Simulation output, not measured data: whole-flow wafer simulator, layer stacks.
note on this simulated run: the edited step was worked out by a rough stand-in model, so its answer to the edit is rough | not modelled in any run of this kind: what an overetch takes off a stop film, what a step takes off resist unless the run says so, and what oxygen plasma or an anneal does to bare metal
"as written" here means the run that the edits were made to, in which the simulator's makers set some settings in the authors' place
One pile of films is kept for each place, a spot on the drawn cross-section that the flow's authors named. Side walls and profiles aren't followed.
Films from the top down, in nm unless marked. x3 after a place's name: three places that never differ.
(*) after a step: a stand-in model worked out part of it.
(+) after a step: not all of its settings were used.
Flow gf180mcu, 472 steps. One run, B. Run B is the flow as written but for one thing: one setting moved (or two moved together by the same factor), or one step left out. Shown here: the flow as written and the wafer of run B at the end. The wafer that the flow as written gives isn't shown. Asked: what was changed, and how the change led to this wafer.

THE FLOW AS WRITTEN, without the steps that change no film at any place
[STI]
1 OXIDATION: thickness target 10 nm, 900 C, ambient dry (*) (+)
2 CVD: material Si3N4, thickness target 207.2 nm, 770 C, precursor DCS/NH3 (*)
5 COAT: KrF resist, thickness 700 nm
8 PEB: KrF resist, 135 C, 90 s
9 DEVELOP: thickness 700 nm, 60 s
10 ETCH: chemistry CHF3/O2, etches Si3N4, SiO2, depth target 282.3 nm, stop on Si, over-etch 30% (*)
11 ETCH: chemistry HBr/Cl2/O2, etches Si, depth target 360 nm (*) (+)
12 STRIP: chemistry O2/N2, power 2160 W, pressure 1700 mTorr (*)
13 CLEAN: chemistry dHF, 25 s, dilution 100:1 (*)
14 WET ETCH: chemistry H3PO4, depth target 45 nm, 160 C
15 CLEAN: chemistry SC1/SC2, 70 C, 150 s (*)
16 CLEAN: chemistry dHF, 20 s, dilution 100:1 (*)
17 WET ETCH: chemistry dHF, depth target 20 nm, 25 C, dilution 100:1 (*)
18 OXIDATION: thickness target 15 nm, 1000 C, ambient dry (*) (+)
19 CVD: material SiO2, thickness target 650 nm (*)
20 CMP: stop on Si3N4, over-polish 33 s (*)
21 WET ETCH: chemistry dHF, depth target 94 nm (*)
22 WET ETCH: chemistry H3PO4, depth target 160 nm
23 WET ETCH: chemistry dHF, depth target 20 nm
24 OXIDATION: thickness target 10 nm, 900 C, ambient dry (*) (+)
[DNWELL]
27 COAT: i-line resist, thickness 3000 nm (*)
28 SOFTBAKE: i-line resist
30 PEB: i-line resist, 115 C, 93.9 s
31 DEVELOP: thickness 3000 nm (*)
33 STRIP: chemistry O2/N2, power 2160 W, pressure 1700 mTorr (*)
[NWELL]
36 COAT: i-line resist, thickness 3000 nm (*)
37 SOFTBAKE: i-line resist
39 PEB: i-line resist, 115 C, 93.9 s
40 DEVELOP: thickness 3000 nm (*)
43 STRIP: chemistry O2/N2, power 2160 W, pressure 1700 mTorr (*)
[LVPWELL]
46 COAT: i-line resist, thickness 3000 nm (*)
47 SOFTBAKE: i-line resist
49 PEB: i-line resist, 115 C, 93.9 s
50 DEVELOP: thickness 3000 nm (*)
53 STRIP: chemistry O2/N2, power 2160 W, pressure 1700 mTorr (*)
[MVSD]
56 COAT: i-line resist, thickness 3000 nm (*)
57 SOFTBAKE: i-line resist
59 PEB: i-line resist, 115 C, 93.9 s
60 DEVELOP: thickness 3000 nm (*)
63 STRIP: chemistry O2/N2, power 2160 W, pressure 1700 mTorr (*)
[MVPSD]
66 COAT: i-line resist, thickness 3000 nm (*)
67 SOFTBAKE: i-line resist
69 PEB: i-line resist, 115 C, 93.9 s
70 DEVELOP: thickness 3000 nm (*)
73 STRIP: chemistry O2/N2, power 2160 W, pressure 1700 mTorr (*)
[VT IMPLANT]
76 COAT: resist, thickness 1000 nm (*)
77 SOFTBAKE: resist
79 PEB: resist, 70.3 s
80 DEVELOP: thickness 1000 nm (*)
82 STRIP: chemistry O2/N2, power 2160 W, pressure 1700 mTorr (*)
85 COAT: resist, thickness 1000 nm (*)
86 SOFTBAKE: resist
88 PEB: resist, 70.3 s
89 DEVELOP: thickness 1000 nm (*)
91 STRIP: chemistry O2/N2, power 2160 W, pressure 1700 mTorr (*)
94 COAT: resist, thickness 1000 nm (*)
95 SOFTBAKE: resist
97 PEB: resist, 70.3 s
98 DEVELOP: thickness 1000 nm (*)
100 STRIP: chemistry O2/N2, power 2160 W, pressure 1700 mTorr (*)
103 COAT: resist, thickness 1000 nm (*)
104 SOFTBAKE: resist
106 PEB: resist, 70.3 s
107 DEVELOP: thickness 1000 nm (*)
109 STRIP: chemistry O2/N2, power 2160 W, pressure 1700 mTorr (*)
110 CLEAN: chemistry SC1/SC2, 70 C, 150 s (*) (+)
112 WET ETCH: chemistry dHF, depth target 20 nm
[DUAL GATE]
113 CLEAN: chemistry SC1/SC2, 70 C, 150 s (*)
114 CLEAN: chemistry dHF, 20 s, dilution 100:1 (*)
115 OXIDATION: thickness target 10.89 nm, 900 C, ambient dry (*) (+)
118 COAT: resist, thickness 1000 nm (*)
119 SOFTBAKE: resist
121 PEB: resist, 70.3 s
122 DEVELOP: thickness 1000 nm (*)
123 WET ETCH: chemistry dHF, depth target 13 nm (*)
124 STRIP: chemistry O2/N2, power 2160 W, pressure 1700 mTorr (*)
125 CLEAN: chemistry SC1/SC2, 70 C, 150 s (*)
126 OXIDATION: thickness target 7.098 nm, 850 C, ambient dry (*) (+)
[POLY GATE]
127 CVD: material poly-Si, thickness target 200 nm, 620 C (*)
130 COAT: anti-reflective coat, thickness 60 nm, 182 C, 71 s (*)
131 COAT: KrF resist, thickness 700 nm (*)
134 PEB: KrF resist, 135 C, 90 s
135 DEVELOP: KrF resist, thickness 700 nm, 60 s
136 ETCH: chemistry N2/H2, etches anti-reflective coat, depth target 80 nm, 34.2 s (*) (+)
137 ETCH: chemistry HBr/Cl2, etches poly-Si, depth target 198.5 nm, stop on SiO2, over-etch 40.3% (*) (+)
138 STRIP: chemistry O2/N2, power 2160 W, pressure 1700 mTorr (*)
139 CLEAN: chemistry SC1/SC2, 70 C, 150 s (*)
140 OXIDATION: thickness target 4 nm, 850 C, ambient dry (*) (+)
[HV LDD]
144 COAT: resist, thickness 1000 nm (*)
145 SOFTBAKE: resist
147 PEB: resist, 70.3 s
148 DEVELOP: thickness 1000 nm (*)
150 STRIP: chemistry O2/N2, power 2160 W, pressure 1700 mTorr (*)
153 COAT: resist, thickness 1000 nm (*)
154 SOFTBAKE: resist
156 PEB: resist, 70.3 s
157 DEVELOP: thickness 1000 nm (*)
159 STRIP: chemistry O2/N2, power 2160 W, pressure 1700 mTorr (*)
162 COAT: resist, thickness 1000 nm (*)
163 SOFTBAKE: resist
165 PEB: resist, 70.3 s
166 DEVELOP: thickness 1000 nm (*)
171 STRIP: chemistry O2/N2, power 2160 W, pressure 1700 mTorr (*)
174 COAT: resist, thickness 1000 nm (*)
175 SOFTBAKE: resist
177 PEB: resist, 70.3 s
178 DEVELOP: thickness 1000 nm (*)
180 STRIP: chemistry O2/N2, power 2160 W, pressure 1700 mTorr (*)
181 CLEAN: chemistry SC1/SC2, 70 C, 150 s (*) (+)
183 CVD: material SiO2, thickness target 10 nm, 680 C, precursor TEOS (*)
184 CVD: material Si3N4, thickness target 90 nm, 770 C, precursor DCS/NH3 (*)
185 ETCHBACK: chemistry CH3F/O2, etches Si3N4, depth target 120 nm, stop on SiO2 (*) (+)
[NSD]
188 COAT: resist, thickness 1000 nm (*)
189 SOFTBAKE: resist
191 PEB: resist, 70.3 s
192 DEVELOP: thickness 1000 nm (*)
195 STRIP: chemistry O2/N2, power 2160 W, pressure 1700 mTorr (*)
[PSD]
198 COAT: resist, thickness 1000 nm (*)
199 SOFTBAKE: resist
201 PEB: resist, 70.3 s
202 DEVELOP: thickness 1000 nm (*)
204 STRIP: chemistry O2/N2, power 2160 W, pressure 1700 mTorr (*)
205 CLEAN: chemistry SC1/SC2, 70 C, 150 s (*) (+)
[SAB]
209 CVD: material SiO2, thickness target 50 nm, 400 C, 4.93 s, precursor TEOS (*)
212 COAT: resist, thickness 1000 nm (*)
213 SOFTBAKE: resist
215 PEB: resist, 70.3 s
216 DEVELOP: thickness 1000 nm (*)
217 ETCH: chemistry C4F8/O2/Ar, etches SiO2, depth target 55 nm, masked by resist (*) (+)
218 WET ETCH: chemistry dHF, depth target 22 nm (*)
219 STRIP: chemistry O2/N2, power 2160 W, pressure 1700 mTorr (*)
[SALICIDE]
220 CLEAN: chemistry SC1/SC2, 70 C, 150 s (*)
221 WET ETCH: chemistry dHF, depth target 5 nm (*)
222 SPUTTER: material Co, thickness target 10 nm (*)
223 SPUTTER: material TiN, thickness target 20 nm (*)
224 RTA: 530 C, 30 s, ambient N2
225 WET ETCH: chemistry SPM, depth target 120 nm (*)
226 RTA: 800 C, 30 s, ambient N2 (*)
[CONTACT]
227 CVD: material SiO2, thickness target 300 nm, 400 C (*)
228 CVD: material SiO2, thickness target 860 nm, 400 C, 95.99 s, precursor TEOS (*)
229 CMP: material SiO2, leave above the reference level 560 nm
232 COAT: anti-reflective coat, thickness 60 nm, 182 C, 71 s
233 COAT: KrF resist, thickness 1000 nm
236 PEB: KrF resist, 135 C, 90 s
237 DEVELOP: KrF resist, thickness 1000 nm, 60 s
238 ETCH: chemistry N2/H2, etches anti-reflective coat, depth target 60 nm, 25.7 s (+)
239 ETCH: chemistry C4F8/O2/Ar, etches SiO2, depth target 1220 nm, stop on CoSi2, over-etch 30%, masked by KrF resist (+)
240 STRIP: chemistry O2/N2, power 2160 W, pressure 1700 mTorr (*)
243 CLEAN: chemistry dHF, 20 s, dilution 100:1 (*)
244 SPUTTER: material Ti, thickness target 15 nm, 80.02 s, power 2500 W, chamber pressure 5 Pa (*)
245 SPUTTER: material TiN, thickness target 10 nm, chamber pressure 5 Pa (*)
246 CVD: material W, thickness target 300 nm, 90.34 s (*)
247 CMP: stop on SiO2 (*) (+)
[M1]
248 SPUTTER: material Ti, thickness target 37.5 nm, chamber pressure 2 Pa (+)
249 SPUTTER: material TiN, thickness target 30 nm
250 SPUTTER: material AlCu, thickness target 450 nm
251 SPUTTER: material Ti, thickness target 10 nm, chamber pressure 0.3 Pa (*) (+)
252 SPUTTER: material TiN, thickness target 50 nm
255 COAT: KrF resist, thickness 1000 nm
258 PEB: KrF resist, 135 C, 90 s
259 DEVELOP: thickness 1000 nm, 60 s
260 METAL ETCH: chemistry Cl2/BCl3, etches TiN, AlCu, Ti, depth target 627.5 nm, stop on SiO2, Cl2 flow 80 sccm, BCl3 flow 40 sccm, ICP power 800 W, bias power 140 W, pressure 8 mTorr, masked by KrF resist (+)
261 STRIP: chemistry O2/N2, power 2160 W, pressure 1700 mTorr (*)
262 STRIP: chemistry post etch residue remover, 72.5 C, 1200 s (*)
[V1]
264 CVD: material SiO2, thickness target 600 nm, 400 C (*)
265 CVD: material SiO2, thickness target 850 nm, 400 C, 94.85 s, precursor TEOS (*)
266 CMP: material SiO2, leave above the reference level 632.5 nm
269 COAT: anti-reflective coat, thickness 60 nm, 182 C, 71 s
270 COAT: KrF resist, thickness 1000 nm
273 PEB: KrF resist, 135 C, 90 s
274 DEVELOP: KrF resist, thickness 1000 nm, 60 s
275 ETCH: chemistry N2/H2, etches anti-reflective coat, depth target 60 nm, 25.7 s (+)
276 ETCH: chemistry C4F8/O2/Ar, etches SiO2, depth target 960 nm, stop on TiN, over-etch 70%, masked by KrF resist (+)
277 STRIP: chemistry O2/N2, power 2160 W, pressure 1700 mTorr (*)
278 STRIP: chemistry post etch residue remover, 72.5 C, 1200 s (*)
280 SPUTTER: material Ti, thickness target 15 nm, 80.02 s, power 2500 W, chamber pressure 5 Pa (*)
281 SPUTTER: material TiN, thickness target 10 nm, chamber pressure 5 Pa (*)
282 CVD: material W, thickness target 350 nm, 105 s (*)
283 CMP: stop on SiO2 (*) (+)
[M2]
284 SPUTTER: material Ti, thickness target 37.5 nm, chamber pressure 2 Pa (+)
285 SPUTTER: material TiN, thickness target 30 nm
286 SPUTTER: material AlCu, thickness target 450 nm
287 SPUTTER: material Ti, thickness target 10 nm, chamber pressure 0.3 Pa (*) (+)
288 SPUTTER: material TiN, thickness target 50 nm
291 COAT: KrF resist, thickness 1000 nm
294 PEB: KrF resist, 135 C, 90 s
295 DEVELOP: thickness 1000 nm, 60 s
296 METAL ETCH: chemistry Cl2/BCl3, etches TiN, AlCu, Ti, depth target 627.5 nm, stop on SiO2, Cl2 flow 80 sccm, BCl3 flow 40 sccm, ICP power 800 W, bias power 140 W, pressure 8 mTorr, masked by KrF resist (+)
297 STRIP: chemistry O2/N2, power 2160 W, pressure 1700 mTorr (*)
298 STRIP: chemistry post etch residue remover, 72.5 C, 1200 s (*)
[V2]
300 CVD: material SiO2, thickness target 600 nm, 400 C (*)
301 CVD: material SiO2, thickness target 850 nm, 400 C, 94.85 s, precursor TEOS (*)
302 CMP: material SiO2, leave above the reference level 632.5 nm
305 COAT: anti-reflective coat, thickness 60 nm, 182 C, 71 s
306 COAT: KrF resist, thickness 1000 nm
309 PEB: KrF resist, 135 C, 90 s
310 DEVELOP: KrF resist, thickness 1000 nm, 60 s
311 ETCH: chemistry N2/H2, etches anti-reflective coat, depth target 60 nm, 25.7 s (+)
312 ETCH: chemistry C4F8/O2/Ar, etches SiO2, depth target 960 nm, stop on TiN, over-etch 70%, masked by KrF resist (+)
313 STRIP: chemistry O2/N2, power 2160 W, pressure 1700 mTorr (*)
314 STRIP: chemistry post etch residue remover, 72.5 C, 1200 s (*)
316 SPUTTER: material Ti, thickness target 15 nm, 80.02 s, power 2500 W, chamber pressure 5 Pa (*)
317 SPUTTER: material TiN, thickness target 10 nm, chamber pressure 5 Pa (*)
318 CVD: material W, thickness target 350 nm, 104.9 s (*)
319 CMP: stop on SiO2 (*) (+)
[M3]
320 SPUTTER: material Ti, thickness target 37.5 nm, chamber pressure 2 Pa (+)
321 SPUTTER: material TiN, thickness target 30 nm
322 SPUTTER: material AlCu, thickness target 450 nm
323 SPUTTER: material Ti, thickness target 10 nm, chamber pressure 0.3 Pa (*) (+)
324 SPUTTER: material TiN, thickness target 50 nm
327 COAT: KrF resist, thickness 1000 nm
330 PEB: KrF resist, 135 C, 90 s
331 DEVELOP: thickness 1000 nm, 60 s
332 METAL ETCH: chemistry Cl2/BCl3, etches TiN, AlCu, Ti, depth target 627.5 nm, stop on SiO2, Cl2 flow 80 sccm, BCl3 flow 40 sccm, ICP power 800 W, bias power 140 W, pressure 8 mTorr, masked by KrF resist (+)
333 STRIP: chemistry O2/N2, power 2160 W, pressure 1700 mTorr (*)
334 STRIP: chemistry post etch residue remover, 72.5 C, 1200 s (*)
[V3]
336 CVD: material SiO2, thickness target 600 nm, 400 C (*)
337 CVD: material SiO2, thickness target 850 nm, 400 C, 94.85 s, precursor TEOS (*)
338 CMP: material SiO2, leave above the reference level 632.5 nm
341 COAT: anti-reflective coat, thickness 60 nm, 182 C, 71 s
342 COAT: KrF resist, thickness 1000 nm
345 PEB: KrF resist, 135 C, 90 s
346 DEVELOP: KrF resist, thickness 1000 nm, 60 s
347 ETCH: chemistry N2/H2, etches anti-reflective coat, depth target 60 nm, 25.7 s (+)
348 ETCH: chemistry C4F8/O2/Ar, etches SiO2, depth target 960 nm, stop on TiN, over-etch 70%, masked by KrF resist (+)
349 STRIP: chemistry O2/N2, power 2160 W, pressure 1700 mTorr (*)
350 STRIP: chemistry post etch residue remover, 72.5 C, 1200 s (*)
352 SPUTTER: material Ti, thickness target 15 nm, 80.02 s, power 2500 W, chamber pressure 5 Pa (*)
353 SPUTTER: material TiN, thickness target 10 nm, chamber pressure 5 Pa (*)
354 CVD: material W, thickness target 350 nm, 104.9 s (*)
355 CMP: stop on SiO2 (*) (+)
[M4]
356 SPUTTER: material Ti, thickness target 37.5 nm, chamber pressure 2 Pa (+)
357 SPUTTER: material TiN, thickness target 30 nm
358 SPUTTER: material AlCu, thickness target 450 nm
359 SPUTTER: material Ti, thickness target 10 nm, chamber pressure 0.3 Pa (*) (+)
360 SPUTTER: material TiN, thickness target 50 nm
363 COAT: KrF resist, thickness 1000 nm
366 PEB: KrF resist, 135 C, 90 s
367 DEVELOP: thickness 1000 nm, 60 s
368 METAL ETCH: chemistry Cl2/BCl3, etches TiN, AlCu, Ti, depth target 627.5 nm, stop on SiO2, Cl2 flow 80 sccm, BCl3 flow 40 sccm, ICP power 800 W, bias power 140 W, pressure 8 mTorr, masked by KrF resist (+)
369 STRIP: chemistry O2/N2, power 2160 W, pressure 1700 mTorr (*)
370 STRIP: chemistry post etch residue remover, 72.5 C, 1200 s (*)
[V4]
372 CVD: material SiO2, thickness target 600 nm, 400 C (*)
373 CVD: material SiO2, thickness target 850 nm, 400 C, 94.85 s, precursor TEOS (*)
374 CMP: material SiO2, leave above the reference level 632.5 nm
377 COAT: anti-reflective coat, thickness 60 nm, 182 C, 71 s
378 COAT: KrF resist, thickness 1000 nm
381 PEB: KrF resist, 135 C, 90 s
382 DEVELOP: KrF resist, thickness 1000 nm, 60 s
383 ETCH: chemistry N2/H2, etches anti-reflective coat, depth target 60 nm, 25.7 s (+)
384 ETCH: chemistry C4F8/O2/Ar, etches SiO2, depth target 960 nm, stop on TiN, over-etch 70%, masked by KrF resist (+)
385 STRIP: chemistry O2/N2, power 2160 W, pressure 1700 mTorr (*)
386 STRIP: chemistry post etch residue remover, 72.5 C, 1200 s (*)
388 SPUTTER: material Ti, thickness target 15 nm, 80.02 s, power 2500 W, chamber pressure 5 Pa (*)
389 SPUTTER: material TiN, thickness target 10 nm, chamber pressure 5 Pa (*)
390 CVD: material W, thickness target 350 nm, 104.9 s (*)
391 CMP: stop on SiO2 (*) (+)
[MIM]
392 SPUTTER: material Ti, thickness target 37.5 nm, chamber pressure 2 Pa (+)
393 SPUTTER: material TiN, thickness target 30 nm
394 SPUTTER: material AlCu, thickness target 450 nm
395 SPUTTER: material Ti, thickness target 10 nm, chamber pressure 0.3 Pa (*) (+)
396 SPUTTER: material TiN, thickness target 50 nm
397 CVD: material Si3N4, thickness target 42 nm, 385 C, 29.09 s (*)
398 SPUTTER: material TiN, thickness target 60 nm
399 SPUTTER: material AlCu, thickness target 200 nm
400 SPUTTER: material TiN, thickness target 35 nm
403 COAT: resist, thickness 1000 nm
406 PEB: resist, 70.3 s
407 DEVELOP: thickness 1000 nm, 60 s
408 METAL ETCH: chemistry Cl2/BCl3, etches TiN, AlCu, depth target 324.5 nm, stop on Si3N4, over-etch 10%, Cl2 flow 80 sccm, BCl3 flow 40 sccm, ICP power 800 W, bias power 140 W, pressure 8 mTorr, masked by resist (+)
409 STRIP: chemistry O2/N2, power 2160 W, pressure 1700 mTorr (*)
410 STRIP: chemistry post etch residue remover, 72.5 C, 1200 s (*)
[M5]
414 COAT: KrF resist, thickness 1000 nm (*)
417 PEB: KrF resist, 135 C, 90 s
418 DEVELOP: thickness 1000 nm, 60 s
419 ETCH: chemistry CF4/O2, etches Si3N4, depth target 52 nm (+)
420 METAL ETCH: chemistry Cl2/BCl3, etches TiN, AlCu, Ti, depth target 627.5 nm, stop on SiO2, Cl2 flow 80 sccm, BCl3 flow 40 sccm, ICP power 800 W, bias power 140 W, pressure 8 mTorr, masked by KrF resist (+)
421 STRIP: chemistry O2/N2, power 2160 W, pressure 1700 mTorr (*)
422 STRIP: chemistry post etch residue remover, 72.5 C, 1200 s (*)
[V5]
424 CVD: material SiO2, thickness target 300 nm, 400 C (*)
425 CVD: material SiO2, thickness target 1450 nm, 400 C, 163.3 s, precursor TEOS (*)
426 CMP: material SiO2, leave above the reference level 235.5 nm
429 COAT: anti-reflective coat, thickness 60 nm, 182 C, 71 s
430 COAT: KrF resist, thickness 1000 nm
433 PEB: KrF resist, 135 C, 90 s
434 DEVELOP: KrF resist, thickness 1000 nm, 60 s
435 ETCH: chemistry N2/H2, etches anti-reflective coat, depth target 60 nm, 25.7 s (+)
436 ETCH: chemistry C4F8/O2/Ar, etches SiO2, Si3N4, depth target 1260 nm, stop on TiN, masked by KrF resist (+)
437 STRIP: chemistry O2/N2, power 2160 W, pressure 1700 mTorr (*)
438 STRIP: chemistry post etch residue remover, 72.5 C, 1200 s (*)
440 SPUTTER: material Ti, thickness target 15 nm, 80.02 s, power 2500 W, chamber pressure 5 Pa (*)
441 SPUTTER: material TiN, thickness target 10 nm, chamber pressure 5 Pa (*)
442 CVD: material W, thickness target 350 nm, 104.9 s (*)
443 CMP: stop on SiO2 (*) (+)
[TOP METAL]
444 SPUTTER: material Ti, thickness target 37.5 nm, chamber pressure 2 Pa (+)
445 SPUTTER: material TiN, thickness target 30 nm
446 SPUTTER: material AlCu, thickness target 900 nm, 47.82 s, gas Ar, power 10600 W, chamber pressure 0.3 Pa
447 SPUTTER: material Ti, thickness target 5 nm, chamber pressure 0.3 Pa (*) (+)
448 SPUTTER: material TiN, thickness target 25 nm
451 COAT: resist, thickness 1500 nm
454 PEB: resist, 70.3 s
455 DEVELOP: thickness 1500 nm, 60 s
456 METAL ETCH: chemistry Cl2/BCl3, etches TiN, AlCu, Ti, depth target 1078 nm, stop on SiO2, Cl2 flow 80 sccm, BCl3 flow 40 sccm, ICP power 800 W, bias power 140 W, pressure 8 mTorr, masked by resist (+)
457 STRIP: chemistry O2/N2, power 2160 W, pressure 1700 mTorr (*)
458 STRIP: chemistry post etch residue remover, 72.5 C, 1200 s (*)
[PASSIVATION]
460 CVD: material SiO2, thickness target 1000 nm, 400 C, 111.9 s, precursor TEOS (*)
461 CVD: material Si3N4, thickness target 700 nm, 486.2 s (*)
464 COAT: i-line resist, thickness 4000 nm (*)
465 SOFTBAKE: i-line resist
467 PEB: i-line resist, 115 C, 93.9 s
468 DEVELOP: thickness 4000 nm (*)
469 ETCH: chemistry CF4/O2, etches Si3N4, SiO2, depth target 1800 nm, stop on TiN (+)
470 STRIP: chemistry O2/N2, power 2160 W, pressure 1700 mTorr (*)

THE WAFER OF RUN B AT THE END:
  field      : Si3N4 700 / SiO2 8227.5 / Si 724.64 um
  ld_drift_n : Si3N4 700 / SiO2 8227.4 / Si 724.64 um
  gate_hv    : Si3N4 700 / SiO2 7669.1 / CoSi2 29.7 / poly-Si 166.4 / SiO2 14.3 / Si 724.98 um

The cause: step 222, SPUTTER: thickness target 8.5 nm was run, where the flow has thickness target 10 nm.

How the change led to this, step by step:
  222 SPUTTER: material Co, thickness target 10 nm (*)
      field, field__w7, field__w8 and 71 more: Co +8.5 (new film) (as written it would be: Co +10 (new film))
      field__w6, field_sub: Co +8.46 (new film) (as written it would be: Co +9.95 (new film))
      (and at 35 more places)
  224 RTA: 530 C, 30 s, ambient N2
      gate, gate_hv, gate_p and 22 more: under 1 film: CoSi +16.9 (new film), Co -8.5 (all of it), poly-Si -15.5 (as written it would be: under 1 film: CoSi +19.9 (new film), Co -10 (all of it), poly-Si -18.2)
      active, p_well, sd_n and 11 more: under 1 film: CoSi +16.9 (new film), Co -8.5 (all of it), Si -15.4 (as written it would be: under 1 film: CoSi +19.9 (new film), Co -10 (all of it), Si -18.1)
      (and at 10 more places)
  225 WET ETCH: chemistry SPM, depth target 120 nm (*)
      field, field__w7, field__w8 and 32 more: TiN -20 (all of it), Co -8.5 (all of it) (as written it would be: TiN -20 (all of it), Co -10 (all of it))
      field__w9, nw_enc_fld_lv__w3: TiN -19.1 (all of it), Co -8.16 (all of it) (as written it would be: TiN -19.1 (all of it), Co -9.6 (all of it))
      (and at 25 more places)
  226 RTA: 800 C, 30 s, ambient N2 (*)
      gate, gate_hv, gate_p and 22 more: CoSi2 +29.7 (new film), CoSi -16.9 (all of it), poly-Si -15.5 (as written it would be: CoSi2 +35 (new film), CoSi -19.9 (all of it), poly-Si -18.2)
      active, p_well, sd_n and 11 more: CoSi2 +29.7 (new film), CoSi -16.9 (all of it), Si -15.4 (as written it would be: CoSi2 +35 (new film), CoSi -19.9 (all of it), Si -18.1)
      (and at 10 more places)
